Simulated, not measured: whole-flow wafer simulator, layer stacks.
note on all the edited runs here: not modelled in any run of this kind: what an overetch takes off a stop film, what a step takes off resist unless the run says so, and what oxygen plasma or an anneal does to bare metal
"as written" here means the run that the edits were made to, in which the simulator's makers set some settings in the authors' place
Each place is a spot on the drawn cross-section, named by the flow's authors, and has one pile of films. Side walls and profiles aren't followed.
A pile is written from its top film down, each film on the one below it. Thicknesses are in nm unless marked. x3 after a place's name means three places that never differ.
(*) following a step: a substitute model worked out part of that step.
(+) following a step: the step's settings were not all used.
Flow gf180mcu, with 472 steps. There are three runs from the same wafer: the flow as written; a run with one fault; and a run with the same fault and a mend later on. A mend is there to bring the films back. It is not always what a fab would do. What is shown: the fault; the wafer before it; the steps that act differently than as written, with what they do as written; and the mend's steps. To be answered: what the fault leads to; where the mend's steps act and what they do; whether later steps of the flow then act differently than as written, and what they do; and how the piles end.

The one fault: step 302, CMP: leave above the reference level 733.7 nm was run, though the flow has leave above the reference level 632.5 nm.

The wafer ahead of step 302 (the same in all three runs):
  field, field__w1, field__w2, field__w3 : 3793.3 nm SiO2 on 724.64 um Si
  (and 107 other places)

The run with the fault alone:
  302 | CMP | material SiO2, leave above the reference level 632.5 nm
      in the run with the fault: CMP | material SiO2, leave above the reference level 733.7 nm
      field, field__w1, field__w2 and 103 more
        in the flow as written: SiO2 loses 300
        in the run with the fault: SiO2 loses 198.8
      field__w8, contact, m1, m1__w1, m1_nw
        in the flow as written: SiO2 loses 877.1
        in the run with the fault: SiO2 loses 775.9
  Steps later in the flow that act otherwise than as written (not shown: 1 more step that differs only slightly, by at most 2% or 0.5 nm, whichever is larger):
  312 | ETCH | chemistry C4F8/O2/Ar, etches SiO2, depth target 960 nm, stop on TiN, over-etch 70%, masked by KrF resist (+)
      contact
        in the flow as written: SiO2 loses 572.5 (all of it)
        in the run with the fault: SiO2 loses 673.7 (all of it)
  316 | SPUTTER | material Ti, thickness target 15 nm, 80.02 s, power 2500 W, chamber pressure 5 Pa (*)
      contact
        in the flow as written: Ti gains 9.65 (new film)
        in the run with the fault: Ti gains 9.1 (new film)
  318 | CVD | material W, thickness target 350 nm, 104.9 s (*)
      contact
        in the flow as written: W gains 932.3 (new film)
        in the run with the fault: W gains 1034.4 (new film)
  By the end, the piles at field__w8, contact, m1, m1__w1, m1_nw depart from the flow's by more than 2% or 0.5 nm, whichever is larger.
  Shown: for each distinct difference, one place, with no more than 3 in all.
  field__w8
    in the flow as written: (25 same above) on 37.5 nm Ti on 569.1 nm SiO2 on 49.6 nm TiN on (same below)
    in the run with the fault: (25 same above) on 37.5 nm Ti on 670.3 nm SiO2 on 49.6 nm TiN on (same below)
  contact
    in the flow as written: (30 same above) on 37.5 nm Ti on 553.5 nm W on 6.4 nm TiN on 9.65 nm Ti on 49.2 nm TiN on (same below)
    in the run with the fault: (30 same above) on 37.5 nm Ti on 655.6 nm W on 6.04 nm TiN on 9.1 nm Ti on 49.2 nm TiN on (same below)

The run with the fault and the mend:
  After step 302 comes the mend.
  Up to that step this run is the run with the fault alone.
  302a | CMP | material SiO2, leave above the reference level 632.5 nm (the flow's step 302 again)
      field, field__w1, field__w2 and 108 more
        SiO2 loses 101.2
  Every later step of the flow that is run acts as written at every place that is followed.
  At every place that both follow, the piles at the end match the flow's.
